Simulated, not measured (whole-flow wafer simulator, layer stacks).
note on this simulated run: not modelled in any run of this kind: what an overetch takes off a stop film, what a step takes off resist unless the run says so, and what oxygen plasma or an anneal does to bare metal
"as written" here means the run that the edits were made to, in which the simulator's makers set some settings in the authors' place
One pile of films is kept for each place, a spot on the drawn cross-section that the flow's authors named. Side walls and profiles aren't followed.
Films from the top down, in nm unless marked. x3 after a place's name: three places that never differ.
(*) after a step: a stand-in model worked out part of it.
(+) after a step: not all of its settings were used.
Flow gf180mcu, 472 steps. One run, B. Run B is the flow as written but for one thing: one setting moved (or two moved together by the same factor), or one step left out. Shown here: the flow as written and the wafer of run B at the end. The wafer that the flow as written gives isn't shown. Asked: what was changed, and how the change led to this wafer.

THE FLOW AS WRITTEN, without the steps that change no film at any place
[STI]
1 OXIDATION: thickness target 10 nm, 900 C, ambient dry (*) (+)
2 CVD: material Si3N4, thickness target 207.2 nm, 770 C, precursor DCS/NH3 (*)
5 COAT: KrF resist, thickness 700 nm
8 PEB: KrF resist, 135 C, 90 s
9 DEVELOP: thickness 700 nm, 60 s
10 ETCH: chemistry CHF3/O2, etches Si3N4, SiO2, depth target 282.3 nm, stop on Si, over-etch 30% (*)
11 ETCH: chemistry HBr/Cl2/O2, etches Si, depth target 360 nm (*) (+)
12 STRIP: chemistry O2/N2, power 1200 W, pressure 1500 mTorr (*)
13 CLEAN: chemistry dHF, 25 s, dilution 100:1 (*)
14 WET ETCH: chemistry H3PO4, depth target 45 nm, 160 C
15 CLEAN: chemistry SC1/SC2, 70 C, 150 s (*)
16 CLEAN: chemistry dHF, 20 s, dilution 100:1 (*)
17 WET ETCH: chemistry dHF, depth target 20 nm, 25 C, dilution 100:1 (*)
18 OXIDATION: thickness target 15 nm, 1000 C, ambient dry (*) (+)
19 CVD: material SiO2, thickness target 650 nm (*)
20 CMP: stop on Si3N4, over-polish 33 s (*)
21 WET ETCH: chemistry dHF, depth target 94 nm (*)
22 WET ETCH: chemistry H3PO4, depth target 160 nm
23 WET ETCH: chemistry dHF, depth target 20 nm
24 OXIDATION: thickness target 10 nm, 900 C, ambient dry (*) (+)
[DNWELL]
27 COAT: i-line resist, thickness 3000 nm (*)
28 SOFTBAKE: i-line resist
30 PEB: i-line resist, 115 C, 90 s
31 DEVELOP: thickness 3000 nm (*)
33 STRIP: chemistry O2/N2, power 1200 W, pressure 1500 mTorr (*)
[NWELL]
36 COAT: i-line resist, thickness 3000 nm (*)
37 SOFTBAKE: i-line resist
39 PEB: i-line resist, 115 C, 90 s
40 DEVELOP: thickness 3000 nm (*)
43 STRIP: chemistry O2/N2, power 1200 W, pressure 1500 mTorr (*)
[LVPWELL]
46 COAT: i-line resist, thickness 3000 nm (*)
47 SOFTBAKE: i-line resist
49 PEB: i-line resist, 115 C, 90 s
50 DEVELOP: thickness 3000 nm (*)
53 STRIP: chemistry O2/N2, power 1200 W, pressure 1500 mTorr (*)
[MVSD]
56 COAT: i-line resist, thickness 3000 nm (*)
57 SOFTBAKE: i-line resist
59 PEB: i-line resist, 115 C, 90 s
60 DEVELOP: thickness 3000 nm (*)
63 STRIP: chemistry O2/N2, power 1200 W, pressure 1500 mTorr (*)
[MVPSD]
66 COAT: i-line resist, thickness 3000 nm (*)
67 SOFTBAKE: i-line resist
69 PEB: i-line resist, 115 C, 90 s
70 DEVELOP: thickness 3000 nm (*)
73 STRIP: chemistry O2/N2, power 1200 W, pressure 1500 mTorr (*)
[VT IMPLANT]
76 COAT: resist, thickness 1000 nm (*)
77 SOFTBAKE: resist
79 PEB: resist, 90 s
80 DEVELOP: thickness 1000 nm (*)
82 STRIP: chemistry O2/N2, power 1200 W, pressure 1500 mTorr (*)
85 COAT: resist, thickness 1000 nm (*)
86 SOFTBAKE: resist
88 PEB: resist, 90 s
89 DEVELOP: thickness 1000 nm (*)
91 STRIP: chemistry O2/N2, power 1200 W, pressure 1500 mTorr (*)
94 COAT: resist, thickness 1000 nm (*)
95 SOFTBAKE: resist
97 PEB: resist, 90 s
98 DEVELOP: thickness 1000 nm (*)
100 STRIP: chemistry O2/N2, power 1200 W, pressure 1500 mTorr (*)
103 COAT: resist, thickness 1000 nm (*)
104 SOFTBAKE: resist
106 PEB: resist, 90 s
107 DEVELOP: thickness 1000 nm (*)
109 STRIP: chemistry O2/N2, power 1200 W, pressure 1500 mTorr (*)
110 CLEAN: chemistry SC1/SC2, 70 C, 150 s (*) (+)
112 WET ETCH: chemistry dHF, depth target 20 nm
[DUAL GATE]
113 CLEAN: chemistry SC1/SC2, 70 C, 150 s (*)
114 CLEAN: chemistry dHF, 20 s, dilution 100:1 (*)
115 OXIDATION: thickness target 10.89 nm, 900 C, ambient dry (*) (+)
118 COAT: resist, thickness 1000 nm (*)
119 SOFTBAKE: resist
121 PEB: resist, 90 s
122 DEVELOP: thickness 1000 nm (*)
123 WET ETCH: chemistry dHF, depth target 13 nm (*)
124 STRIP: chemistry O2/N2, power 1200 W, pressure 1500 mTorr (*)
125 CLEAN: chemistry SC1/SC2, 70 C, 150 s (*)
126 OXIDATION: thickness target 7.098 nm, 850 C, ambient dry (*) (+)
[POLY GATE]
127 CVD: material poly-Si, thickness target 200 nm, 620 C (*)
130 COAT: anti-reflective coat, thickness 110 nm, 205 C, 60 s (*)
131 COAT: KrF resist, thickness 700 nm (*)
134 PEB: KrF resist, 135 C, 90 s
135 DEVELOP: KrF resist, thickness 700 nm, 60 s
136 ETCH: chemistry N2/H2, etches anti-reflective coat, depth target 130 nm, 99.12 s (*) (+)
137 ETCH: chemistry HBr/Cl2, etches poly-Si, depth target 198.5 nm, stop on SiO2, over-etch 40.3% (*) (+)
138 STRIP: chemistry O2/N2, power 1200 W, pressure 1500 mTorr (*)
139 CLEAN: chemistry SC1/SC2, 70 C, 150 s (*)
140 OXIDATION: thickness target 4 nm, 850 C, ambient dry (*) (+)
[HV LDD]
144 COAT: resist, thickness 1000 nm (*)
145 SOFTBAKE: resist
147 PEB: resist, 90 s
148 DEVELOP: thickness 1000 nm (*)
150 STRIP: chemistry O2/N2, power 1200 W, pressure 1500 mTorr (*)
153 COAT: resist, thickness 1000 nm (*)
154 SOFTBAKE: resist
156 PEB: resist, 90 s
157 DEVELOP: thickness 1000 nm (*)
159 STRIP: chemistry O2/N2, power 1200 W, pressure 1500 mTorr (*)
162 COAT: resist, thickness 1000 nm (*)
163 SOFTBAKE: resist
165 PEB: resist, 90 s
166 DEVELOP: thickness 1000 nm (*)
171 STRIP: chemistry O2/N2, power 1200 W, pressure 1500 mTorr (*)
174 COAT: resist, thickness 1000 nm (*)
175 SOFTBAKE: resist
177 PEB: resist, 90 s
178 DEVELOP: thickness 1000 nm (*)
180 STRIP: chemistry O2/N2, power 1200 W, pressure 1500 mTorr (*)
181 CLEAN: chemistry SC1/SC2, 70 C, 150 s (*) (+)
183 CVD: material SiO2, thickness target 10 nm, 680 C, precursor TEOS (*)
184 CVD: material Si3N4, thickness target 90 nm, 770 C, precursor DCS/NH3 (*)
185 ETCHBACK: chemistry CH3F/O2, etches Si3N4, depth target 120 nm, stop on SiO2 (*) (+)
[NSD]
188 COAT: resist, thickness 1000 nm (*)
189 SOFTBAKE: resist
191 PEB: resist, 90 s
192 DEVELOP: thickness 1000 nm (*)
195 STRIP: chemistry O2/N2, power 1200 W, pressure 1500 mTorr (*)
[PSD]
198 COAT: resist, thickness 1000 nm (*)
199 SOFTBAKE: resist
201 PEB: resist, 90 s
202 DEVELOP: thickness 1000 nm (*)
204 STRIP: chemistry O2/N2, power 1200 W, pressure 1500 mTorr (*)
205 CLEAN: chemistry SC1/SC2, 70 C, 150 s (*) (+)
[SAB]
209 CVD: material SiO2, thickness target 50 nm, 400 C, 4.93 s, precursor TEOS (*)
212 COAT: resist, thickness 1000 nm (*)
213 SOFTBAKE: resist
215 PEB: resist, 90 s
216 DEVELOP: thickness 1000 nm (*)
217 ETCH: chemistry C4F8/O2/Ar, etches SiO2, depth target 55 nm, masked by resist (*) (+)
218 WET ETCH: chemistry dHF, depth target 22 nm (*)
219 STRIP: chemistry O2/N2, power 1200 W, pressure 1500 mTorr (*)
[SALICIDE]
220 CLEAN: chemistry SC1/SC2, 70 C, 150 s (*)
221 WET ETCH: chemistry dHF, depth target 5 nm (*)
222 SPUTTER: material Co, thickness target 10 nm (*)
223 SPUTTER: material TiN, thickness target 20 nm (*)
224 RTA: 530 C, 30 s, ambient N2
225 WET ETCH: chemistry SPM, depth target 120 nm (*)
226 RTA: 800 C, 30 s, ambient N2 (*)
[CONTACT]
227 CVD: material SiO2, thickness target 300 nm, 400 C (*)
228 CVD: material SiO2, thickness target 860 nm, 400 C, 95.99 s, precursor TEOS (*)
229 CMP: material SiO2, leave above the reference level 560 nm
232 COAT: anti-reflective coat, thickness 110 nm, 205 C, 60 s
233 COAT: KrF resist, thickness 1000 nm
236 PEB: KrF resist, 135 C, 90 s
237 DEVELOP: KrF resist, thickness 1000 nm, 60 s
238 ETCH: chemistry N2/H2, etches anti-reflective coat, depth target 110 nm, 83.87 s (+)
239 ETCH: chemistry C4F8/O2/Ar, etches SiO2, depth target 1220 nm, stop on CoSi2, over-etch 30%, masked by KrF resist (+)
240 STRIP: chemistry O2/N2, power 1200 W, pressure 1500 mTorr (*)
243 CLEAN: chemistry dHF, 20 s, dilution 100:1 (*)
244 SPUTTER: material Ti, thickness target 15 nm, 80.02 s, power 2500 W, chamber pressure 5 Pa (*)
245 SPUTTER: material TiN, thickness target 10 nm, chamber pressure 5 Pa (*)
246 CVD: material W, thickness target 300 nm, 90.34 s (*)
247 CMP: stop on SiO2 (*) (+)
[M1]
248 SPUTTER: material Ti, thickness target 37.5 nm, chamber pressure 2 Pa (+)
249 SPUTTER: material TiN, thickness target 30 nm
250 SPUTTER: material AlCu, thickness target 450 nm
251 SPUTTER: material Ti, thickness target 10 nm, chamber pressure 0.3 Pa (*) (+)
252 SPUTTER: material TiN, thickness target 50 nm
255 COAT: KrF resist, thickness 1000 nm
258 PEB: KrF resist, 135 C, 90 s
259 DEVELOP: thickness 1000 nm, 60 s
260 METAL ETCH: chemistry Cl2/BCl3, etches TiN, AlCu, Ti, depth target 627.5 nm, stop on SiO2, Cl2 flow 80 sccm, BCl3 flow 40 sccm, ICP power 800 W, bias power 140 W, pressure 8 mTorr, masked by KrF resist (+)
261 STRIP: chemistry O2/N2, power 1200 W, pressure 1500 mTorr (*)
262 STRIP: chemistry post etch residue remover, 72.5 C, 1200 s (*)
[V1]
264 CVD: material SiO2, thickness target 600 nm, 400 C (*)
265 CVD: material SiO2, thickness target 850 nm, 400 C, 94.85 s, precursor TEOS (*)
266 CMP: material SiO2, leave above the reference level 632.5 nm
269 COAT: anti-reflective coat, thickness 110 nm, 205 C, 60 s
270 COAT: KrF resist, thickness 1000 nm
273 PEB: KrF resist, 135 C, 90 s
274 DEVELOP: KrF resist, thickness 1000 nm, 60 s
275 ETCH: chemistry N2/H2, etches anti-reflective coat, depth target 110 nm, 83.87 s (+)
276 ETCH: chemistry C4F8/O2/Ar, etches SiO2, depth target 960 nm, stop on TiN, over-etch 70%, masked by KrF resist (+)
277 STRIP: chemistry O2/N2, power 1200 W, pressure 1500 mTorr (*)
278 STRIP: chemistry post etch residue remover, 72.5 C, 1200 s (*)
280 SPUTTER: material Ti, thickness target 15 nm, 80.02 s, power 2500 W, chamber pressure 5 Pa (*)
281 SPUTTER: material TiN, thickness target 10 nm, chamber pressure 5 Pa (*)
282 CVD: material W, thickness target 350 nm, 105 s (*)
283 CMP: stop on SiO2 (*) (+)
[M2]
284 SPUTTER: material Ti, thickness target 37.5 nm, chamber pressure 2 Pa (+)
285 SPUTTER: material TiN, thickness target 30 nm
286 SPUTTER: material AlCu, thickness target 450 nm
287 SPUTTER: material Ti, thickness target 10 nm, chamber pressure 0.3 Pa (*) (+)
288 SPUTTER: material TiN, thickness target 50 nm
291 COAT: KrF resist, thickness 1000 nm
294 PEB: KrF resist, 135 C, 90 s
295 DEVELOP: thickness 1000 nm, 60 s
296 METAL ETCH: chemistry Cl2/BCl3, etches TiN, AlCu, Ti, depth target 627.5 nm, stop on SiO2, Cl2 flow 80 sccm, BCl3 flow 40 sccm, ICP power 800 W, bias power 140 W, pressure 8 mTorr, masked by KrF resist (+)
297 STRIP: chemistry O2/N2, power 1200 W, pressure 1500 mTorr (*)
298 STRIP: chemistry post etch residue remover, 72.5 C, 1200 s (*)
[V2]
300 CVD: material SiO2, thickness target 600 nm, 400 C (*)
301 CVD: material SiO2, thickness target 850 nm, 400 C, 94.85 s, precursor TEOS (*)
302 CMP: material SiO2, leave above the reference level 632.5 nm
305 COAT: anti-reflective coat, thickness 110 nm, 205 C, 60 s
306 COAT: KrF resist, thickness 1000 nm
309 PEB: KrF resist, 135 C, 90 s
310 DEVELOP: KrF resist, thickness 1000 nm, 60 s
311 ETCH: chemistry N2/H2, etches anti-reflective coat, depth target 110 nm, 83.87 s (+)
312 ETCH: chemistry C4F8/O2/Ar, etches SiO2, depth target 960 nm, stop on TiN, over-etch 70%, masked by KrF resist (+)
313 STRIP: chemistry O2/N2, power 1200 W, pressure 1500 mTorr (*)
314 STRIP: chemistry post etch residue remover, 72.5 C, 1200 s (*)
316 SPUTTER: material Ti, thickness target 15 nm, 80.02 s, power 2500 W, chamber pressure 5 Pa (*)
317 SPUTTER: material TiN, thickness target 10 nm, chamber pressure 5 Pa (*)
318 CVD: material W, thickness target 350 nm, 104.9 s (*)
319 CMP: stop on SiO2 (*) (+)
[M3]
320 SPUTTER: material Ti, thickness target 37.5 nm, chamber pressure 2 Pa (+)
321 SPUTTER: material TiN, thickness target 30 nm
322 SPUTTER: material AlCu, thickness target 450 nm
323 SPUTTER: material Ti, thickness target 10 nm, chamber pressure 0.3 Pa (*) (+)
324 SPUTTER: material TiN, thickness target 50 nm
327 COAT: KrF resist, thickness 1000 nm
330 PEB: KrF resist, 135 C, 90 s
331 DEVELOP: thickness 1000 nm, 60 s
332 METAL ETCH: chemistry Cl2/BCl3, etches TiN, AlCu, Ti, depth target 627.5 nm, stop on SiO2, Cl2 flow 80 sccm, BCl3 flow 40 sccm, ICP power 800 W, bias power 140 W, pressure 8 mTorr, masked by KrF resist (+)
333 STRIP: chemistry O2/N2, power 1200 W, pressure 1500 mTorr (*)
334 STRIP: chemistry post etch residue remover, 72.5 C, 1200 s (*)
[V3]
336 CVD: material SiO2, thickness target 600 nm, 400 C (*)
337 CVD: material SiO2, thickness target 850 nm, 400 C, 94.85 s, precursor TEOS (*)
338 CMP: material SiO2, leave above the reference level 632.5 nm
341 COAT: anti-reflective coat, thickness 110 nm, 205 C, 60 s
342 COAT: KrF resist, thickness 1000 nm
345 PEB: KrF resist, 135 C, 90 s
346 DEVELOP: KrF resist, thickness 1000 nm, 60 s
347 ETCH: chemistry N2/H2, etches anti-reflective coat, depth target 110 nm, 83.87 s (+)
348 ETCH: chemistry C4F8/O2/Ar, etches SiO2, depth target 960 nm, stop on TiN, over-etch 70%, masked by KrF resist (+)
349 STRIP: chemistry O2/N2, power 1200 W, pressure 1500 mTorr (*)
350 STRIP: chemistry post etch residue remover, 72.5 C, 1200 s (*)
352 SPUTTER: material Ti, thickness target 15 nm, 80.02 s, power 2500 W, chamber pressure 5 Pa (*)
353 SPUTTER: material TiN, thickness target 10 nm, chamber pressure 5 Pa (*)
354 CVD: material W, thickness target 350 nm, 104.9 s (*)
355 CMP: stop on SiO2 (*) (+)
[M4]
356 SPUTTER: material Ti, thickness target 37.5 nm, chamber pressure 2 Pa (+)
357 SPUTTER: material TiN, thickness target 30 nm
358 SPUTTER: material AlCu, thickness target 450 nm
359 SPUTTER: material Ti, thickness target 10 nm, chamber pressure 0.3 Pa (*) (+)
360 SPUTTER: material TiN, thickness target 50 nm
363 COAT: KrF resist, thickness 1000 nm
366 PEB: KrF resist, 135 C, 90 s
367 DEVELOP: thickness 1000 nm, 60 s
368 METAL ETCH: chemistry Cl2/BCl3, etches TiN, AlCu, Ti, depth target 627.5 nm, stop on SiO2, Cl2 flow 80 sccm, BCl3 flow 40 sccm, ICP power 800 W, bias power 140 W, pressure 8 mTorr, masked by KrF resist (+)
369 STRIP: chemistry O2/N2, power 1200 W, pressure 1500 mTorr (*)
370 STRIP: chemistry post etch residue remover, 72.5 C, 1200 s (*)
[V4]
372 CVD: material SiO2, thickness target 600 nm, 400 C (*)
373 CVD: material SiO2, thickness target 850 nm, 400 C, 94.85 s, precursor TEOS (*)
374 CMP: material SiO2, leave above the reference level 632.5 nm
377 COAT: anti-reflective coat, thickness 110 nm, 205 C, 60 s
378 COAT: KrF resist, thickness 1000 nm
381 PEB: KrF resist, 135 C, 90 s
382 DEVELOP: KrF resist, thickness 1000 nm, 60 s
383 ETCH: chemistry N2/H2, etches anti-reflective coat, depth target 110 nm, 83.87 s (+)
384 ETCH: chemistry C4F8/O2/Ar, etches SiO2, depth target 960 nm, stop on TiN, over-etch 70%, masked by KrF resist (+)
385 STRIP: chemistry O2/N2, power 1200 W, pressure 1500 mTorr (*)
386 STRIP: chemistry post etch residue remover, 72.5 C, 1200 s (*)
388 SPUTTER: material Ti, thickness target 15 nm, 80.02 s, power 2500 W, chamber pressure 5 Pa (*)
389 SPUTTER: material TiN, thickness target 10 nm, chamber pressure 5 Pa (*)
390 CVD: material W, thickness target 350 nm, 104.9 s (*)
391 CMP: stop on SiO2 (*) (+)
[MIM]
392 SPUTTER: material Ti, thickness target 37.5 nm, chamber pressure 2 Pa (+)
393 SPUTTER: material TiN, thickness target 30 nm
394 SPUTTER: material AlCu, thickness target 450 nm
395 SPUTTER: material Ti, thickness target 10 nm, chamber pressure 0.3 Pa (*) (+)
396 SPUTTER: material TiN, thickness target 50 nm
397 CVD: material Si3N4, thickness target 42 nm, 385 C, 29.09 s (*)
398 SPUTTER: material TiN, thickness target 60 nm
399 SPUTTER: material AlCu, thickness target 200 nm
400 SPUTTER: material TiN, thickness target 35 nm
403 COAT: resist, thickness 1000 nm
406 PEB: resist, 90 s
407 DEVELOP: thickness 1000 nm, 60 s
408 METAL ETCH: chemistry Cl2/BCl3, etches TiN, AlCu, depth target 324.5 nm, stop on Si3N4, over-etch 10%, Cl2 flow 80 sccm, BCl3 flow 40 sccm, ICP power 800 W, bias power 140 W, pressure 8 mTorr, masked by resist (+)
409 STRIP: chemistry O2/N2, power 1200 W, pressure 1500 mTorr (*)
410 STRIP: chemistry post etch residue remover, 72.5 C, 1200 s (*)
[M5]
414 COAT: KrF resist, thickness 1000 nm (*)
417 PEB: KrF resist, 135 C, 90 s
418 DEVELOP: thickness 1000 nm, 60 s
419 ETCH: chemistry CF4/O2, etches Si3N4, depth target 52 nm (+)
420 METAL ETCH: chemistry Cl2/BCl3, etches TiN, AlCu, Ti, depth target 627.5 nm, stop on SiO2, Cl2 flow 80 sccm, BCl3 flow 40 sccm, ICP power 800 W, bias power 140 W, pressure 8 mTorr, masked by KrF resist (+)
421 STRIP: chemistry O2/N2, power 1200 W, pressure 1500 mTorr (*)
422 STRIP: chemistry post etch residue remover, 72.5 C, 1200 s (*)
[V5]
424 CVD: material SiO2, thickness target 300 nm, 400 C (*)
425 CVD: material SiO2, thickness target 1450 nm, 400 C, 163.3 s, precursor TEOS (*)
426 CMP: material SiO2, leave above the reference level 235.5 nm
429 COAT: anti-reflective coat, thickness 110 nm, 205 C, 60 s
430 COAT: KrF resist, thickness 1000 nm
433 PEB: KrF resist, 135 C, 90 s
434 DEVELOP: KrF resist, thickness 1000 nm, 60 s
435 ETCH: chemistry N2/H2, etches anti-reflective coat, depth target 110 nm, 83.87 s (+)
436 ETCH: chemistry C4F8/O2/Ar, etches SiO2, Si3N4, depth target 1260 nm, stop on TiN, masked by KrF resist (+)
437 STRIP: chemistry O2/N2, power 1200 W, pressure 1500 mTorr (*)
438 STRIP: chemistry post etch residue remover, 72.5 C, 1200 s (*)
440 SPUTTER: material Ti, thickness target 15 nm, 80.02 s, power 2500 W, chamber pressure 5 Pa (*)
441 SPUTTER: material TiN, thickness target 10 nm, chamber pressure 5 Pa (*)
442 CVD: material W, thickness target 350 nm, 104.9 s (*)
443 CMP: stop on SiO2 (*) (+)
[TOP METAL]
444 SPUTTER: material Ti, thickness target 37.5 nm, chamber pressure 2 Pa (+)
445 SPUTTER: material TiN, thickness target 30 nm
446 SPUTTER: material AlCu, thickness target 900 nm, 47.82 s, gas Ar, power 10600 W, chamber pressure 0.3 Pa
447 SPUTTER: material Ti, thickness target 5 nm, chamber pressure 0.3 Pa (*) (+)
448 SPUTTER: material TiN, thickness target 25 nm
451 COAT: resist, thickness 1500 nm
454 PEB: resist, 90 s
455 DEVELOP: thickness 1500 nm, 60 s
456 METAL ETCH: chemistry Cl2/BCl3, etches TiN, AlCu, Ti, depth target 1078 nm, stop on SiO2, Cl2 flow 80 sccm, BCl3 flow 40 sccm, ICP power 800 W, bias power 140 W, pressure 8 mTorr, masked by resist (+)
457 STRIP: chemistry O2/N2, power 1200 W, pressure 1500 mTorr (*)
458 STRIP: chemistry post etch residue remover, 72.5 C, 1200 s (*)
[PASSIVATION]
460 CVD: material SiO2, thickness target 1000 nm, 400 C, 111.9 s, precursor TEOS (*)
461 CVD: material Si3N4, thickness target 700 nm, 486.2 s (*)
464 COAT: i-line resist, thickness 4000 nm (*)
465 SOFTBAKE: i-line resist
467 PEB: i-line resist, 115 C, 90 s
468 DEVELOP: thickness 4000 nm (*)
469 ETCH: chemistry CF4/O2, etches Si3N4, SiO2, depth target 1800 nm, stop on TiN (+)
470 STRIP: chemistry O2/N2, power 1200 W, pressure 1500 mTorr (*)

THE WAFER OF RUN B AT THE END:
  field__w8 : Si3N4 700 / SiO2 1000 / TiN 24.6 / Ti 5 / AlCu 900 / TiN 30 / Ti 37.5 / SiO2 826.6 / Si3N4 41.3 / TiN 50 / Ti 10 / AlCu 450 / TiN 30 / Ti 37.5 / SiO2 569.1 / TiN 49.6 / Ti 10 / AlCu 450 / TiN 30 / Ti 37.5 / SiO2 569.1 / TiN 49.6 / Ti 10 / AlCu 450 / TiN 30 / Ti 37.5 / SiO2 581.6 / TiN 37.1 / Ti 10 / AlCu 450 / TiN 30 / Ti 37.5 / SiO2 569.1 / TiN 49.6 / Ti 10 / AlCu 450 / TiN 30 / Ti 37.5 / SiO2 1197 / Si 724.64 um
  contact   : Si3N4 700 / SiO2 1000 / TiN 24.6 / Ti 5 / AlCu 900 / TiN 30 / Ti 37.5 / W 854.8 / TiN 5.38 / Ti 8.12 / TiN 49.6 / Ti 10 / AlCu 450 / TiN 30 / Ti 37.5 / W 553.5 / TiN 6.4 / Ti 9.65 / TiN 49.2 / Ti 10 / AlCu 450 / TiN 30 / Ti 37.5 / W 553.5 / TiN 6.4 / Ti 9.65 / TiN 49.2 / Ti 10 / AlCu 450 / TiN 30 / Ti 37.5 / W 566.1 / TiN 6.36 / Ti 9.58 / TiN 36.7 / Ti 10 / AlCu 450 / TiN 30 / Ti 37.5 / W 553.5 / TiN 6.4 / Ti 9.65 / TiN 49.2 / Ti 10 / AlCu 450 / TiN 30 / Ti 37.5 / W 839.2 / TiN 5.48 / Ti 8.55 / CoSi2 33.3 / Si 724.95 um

The cause: step 288, SPUTTER: thickness target 37.5 nm was run, where the flow has thickness target 50 nm.

How the change led to this, step by step:
  288 SPUTTER: material TiN, thickness target 50 nm
      field, field__w1, field__w2 and 108 more: TiN +37.5 (new film) (as written it would be: TiN +50 (new film))
  296 METAL ETCH: chemistry Cl2/BCl3, etches TiN, AlCu, Ti, depth target 627.5 nm, stop on SiO2, Cl2 flow 80 sccm, BCl3 flow 40 sccm, ICP power 800 W, bias power 140 W, pressure 8 mTorr, masked by KrF resist (+)
      field, field__w1, field__w2 and 103 more: TiN -37.5 (all of it), Ti -10 (all of it), AlCu -450 (all of it), TiN -30 (all of it), Ti -37.5 (all of it) (as written it would be: TiN -50 (all of it), Ti -10 (all of it), AlCu -450 (all of it), TiN -30 (all of it), Ti -37.5 (all of it))
  312 ETCH: chemistry C4F8/O2/Ar, etches SiO2, depth target 960 nm, stop on TiN, over-etch 70%, masked by KrF resist (+)
      contact: SiO2 -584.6 (all of it) (as written it would be: SiO2 -572.1 (all of it))
